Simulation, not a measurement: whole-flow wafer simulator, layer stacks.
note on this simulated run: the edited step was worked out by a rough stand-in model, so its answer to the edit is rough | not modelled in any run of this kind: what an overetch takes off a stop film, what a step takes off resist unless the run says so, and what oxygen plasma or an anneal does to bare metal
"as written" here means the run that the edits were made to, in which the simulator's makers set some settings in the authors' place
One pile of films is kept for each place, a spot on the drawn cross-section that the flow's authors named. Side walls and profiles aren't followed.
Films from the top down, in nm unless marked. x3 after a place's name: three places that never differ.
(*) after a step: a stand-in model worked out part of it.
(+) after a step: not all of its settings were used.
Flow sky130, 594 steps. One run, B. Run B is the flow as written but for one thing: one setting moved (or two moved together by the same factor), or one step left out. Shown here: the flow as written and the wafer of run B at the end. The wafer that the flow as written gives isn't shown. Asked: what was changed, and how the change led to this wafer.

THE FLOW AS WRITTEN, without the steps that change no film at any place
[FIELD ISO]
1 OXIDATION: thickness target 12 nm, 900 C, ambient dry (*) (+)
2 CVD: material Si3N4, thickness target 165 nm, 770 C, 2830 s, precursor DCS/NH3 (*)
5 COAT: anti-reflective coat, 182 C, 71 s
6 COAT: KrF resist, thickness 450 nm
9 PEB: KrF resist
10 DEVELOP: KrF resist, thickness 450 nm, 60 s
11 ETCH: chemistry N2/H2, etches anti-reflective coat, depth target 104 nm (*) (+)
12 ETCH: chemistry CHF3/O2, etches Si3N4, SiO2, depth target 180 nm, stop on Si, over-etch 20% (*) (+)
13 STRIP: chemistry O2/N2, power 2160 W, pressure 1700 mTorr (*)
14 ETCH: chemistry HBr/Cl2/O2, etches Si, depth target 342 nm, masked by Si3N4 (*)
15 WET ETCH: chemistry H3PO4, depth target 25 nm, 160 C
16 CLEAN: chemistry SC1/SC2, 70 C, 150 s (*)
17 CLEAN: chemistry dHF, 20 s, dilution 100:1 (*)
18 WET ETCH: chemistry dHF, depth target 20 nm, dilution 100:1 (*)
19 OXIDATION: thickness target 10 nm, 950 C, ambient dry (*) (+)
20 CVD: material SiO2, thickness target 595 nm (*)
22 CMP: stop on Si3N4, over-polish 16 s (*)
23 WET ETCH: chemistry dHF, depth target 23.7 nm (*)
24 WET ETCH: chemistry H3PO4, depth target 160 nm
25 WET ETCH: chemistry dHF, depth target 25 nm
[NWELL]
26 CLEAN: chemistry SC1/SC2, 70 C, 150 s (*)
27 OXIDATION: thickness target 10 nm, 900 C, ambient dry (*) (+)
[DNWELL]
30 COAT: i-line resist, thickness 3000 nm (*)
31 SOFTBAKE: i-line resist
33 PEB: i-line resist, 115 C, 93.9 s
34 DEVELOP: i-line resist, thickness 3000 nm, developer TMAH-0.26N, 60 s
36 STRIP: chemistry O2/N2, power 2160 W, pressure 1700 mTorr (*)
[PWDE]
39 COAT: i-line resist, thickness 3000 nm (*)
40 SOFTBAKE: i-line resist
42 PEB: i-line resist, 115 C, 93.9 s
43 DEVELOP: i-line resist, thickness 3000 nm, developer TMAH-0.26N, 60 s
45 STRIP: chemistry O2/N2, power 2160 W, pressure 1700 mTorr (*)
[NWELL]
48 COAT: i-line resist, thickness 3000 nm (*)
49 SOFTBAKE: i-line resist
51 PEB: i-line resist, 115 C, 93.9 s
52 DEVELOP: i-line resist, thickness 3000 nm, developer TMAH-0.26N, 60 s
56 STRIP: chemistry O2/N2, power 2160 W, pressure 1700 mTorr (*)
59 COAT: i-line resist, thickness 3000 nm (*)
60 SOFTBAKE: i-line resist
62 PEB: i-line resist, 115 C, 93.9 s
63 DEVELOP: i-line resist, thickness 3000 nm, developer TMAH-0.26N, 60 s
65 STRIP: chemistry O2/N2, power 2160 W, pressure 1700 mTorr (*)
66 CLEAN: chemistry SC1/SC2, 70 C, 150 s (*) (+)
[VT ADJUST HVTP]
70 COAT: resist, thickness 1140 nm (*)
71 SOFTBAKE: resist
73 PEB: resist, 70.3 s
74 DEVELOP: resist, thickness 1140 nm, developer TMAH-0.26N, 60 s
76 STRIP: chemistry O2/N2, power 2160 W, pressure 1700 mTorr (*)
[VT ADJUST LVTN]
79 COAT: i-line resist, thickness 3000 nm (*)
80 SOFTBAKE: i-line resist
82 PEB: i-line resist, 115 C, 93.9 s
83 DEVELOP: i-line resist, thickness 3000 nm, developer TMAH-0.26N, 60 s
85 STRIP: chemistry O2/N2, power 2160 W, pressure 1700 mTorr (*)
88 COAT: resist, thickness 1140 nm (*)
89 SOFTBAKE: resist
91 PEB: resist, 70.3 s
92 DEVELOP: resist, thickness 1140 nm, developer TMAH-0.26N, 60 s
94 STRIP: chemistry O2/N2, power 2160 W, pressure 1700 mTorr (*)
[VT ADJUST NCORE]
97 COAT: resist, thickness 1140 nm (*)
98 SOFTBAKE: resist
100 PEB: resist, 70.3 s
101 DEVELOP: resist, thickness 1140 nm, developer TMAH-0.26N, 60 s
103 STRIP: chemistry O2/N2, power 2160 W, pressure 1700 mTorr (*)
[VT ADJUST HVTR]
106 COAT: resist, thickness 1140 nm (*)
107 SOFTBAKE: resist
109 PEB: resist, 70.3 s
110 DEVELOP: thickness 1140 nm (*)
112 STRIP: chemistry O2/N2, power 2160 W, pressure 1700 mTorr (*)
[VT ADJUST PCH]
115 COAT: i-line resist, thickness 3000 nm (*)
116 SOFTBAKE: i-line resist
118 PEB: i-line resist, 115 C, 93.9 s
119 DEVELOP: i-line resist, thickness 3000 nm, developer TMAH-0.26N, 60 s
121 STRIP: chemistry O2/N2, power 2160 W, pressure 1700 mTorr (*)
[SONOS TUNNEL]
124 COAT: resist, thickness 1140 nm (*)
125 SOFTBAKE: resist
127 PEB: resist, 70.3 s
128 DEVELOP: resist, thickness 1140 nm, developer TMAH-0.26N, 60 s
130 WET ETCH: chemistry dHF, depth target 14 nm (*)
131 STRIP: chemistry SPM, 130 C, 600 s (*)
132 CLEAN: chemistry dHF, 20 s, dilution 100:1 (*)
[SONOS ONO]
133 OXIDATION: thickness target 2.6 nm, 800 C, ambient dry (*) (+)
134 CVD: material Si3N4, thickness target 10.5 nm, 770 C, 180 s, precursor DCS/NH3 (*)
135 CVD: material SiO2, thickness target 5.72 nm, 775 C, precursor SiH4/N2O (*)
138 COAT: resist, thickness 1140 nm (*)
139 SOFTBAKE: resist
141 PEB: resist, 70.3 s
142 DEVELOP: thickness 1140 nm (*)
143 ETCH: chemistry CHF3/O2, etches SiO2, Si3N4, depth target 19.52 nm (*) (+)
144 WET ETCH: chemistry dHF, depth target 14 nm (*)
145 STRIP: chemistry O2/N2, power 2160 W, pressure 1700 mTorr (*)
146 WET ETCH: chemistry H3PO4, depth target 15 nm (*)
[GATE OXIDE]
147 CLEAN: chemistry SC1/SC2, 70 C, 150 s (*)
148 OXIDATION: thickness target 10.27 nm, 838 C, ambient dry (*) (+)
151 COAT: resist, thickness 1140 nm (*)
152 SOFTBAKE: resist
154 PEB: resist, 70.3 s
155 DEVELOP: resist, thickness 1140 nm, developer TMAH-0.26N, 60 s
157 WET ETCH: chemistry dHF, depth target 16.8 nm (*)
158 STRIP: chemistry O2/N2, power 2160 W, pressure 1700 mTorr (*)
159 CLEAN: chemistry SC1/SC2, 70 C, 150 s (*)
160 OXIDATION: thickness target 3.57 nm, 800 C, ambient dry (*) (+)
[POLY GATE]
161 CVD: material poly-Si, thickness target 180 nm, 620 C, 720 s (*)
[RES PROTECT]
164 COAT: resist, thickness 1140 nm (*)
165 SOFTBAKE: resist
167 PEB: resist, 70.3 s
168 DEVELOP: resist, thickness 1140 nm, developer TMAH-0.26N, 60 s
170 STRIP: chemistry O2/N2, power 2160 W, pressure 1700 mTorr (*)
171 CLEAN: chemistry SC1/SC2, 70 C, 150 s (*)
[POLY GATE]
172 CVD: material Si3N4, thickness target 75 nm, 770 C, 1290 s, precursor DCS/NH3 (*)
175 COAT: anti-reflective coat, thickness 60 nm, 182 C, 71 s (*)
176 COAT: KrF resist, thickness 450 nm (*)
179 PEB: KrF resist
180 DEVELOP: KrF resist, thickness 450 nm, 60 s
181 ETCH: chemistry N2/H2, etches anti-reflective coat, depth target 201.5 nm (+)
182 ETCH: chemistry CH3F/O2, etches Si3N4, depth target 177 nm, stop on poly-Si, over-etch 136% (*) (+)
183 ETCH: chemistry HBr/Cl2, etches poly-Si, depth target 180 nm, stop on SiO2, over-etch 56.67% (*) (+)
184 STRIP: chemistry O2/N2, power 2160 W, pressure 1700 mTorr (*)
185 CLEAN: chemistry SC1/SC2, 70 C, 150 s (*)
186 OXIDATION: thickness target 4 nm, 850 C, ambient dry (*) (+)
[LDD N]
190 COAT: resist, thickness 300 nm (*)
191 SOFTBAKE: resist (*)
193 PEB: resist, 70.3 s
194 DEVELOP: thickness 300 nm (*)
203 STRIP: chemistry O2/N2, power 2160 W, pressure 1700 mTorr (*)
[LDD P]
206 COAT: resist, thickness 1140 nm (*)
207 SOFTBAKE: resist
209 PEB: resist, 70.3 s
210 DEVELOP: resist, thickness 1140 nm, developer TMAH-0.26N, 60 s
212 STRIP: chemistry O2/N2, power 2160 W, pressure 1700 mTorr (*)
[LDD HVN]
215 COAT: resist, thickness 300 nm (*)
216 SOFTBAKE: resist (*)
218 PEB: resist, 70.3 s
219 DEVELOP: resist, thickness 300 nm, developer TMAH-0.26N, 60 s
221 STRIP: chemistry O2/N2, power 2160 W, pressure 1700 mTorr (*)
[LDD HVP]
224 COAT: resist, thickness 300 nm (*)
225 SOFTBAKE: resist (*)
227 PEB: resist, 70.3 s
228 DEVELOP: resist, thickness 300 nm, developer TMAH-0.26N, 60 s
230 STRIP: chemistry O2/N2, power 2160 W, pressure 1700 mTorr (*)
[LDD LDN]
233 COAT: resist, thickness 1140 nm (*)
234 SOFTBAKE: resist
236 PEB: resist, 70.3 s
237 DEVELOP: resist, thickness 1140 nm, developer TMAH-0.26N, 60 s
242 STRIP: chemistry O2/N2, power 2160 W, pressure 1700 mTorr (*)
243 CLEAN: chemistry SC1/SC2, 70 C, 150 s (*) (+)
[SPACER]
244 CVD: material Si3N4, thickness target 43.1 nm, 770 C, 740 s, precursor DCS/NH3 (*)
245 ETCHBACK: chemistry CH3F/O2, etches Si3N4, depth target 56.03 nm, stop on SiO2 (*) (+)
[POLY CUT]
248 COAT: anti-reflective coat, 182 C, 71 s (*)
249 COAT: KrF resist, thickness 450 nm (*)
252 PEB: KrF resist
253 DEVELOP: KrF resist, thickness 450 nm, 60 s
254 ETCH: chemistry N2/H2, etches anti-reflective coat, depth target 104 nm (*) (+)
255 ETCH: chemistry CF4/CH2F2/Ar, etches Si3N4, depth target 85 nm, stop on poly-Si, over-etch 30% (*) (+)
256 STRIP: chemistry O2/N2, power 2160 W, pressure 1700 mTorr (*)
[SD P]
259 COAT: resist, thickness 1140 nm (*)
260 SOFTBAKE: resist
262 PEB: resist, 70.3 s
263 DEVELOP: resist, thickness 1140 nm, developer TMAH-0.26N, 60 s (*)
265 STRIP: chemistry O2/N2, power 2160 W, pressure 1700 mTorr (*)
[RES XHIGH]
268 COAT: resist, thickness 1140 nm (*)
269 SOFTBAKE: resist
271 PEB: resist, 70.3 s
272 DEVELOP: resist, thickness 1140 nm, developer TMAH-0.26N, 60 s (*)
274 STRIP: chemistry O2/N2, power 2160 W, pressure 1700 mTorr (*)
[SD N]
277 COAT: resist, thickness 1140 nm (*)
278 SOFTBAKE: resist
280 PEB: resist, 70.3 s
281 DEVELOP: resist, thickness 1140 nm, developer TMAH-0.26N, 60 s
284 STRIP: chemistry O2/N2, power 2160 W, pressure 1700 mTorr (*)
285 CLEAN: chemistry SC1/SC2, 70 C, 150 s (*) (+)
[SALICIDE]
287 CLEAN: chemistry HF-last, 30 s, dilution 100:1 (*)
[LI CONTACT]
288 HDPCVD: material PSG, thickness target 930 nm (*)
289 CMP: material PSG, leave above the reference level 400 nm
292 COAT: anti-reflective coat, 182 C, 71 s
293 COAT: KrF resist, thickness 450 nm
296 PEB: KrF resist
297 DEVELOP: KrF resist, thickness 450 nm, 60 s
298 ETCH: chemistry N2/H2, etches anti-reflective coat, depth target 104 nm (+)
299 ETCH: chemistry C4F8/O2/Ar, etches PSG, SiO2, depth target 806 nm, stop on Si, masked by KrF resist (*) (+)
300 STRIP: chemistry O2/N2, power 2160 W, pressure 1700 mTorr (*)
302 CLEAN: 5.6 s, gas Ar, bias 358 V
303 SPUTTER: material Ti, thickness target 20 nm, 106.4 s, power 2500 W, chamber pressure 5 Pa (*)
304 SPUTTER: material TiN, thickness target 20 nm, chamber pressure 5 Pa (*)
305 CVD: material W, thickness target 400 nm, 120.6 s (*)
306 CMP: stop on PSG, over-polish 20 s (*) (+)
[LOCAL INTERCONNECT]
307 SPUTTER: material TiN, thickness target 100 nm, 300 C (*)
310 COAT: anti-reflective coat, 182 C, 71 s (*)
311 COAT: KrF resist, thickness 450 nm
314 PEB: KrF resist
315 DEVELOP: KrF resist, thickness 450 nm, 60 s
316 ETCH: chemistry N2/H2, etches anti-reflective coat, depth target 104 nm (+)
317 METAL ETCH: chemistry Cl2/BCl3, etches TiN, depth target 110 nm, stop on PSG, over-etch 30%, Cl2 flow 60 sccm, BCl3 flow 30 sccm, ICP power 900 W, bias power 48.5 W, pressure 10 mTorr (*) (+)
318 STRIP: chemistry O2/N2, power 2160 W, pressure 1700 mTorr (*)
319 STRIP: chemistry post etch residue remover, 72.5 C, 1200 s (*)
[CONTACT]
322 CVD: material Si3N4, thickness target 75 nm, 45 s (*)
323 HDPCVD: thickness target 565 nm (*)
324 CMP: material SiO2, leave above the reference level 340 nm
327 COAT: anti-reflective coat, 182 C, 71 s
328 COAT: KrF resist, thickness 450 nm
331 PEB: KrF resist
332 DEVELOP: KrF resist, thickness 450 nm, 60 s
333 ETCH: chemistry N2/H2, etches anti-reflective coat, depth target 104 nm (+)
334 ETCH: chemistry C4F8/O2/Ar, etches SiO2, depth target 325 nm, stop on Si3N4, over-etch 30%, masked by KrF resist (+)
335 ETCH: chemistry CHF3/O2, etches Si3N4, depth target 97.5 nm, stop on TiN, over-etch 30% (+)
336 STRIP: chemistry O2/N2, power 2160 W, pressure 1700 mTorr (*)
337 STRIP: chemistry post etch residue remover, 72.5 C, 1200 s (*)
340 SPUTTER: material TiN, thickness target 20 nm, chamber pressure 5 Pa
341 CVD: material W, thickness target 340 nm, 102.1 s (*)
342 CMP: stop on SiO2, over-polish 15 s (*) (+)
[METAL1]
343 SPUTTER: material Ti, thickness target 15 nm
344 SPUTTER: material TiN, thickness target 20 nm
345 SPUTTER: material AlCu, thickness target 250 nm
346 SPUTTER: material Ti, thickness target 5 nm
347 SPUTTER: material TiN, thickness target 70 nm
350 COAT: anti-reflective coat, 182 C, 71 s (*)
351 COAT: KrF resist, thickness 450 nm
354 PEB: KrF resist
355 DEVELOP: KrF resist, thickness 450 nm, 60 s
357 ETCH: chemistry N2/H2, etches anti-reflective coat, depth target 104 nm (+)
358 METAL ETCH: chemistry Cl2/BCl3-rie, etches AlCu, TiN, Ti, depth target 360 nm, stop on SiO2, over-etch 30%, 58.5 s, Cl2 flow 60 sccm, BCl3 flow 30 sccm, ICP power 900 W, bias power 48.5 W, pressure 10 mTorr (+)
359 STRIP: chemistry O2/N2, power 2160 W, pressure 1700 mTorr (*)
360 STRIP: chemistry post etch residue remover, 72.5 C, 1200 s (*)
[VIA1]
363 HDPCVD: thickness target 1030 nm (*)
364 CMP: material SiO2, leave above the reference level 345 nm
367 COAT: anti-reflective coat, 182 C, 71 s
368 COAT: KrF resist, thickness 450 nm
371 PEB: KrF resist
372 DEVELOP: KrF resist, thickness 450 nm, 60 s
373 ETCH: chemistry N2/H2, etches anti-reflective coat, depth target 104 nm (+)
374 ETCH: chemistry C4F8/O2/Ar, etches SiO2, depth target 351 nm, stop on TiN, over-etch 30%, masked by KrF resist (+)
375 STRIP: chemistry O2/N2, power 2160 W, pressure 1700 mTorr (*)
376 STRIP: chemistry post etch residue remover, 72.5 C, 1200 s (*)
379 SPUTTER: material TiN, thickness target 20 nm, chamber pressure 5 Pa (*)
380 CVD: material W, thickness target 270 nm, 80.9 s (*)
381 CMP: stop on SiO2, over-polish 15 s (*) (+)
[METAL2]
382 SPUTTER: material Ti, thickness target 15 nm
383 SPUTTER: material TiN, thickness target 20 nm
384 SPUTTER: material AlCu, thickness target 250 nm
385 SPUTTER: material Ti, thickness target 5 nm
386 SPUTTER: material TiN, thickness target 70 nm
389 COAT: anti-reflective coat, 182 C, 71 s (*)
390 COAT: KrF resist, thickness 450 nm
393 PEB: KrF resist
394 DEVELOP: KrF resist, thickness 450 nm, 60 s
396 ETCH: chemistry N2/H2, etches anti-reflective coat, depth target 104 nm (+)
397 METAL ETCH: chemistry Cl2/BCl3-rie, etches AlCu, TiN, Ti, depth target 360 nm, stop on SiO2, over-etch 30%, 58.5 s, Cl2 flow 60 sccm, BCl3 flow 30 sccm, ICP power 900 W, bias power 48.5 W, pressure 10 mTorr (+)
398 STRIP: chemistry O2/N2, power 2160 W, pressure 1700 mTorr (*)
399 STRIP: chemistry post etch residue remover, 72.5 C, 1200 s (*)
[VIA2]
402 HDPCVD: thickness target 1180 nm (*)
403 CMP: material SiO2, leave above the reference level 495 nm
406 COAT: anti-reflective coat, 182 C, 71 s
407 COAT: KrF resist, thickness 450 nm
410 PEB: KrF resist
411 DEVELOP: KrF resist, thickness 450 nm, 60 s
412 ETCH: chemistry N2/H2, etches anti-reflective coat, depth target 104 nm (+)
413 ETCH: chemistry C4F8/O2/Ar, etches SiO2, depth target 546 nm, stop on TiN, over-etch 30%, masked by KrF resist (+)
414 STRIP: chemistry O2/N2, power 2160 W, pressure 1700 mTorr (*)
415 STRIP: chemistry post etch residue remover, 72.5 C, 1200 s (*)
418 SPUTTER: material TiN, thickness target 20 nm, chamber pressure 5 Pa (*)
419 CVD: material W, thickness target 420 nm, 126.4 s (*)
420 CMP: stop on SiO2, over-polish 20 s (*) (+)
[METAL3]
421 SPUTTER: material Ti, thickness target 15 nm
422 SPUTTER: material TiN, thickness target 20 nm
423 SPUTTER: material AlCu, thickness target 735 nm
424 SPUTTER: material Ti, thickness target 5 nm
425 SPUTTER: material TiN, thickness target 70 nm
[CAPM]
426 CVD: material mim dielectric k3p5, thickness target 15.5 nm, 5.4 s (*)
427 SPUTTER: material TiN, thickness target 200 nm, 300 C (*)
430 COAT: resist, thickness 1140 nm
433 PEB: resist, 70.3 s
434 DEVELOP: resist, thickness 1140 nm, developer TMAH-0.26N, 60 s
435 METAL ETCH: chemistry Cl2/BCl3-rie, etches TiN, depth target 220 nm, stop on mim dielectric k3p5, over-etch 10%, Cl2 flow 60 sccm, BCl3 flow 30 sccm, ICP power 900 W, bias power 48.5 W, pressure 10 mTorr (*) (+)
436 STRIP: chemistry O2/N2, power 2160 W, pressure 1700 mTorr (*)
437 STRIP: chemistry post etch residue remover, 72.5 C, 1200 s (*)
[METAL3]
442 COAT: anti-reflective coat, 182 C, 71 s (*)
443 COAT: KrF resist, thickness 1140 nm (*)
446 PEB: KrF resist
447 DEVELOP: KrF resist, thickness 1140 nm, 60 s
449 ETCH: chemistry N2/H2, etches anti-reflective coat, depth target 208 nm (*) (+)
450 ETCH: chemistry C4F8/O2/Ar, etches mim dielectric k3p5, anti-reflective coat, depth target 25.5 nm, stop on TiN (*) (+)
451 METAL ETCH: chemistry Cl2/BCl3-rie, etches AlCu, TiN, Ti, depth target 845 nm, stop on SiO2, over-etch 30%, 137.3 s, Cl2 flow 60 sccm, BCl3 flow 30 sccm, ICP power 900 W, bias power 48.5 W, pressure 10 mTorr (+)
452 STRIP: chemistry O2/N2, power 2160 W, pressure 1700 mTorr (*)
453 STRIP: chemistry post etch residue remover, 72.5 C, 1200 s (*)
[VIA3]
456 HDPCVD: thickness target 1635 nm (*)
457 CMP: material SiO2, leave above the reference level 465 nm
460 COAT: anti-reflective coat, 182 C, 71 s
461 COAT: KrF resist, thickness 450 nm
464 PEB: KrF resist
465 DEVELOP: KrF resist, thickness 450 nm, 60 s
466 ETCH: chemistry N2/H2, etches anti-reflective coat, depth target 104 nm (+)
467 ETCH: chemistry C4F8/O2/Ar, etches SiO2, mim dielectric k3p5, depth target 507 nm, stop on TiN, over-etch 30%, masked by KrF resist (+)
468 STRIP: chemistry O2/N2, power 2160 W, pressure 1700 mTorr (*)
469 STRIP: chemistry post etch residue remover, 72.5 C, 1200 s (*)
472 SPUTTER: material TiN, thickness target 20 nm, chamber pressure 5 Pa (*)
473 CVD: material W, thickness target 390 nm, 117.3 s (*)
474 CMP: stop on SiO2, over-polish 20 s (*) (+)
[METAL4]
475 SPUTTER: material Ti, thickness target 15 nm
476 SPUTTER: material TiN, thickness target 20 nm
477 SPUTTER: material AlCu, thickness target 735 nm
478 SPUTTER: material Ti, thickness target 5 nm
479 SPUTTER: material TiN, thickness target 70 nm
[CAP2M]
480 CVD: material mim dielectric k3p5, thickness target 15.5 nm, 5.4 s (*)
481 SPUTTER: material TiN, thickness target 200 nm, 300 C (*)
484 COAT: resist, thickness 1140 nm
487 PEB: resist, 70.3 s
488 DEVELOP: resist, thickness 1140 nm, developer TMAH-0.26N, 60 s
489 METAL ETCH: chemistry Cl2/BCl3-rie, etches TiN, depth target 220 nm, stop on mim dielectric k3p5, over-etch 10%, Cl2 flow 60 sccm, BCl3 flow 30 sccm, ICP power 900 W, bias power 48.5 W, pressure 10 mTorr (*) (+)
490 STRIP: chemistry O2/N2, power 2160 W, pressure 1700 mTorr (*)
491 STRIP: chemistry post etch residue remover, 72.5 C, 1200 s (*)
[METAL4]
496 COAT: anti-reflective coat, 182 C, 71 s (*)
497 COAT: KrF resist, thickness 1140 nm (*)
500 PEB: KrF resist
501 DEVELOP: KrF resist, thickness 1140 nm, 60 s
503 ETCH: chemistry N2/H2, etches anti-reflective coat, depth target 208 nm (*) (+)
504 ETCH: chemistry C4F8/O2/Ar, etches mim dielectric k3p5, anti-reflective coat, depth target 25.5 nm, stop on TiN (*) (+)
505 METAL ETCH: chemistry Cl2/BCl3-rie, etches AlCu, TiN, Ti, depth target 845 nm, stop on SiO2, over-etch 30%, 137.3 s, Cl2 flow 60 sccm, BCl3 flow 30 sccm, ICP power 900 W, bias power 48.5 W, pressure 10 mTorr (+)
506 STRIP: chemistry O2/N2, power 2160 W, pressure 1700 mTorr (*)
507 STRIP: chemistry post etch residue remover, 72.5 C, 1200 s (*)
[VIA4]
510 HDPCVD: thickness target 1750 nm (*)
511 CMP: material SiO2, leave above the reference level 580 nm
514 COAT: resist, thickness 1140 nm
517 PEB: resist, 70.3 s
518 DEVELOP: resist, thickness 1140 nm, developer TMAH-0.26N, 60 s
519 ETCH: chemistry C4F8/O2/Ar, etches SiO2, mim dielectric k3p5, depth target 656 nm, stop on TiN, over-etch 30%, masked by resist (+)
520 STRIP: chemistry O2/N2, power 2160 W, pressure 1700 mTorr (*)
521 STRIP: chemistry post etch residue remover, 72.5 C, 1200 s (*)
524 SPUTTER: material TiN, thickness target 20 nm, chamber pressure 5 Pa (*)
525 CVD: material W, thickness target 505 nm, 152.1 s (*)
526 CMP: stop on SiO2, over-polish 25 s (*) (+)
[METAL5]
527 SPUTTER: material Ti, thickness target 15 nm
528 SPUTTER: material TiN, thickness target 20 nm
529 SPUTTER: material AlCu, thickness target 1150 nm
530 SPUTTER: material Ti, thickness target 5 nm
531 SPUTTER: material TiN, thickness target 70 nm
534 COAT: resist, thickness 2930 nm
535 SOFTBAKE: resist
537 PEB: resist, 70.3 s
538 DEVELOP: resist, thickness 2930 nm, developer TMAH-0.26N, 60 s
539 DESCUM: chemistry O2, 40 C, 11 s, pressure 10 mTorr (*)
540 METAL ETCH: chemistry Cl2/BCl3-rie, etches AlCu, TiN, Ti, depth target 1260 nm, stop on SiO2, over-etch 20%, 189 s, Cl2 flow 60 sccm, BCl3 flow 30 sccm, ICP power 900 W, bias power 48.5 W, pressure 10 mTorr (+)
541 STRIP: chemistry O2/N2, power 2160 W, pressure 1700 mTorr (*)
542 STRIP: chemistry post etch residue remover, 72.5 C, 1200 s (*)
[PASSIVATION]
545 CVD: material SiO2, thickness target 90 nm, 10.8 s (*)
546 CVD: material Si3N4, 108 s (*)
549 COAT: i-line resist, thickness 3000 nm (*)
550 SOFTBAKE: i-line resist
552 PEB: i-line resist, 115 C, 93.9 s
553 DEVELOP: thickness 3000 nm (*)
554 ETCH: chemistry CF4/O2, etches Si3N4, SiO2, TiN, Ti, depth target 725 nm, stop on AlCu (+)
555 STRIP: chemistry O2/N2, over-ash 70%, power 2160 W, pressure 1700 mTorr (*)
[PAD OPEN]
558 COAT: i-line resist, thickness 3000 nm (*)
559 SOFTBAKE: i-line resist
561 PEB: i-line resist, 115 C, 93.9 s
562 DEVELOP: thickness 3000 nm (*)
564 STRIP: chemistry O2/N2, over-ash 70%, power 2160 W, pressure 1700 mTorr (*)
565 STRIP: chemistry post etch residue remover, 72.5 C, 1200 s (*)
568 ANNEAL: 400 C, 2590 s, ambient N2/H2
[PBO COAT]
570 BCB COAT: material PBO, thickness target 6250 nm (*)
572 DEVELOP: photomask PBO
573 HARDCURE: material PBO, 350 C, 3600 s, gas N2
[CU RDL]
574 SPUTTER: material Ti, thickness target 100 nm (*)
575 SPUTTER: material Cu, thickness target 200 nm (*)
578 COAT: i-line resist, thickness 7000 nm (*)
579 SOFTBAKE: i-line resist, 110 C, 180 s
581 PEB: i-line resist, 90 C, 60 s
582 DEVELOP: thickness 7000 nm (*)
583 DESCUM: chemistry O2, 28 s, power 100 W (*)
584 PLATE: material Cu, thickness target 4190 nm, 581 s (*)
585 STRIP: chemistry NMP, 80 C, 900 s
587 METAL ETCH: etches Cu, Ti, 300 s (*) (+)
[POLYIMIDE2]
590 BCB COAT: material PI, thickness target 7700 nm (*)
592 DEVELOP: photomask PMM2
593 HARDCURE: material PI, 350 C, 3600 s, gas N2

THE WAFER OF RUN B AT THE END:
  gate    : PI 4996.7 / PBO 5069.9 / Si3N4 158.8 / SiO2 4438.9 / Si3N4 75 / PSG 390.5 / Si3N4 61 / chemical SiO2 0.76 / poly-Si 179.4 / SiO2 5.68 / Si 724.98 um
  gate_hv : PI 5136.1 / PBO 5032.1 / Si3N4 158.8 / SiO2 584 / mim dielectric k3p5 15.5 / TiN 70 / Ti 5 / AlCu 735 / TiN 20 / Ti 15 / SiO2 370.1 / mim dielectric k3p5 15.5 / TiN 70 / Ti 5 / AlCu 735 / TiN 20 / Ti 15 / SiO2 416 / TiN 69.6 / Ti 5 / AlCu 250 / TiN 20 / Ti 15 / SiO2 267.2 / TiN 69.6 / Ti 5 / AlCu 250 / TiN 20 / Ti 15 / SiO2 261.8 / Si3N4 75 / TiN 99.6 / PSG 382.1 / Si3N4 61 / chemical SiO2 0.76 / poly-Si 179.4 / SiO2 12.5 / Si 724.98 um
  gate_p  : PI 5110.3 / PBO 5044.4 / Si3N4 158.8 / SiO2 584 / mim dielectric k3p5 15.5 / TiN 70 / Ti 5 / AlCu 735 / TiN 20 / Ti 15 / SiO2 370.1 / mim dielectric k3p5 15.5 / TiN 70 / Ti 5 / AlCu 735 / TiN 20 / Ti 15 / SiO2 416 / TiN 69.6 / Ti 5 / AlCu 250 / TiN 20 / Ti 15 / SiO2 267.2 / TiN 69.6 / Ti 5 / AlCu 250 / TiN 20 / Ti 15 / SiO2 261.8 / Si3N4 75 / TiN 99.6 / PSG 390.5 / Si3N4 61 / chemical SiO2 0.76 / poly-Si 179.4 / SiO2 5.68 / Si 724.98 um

The cause: step 160, OXIDATION: thickness target 5.68 nm was run, where the flow has thickness target 3.57 nm.
It can be read off the wafer: gate has SiO2 5.68, and step 160 as written asks for 3.57 nm.

How the change led to this, step by step:
  160 OXIDATION: thickness target 3.57 nm, 800 C, ambient dry (*) (+)
      active, n_well, p_well and 58 more: SiO2 +5.68 (new film), chemical SiO2 -0.76 (all of it), Si -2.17 (as written it would be: SiO2 +3.57 (new film), chemical SiO2 -0.76 (all of it), Si -1.24)
      gate_hv, m1, pad and 37 more: SiO2 +2.56, Si -1.13 (as written it would be: SiO2 +0.85, Si -0.37)
  248 COAT: anti-reflective coat, 182 C, 71 s (*)
      de16_pw_fp: anti-reflective coat +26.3 (new film) (as written it would be: anti-reflective coat +25.7 (new film))
  256 STRIP: chemistry O2/N2, power 2160 W, pressure 1700 mTorr (*)
      de16_pw_fp: KrF resist -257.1 (all of it), anti-reflective coat -26.3 (all of it) (as written it would be: KrF resist -257.5 (all of it), anti-reflective coat -25.7 (all of it))
  299 ETCH: chemistry C4F8/O2/Ar, etches PSG, SiO2, depth target 806 nm, stop on Si, masked by KrF resist (*) (+)
      contact, ndiff_licon, ndiff_licon_cpp: PSG -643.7 (all of it), SiO2 -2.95 (all of it) (as written it would be: PSG -643.6 (all of it), SiO2 -1.16 (all of it))
  303 SPUTTER: material Ti, thickness target 20 nm, 106.4 s, power 2500 W, chamber pressure 5 Pa (*)
      ndiff_licon_cpp: Ti +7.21 (new film) (as written it would be: Ti +6.53 (new film))
  306 CMP: stop on PSG, over-polish 20 s (*) (+)
      poly_licon: W -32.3 (as written it would be: W -33.3)
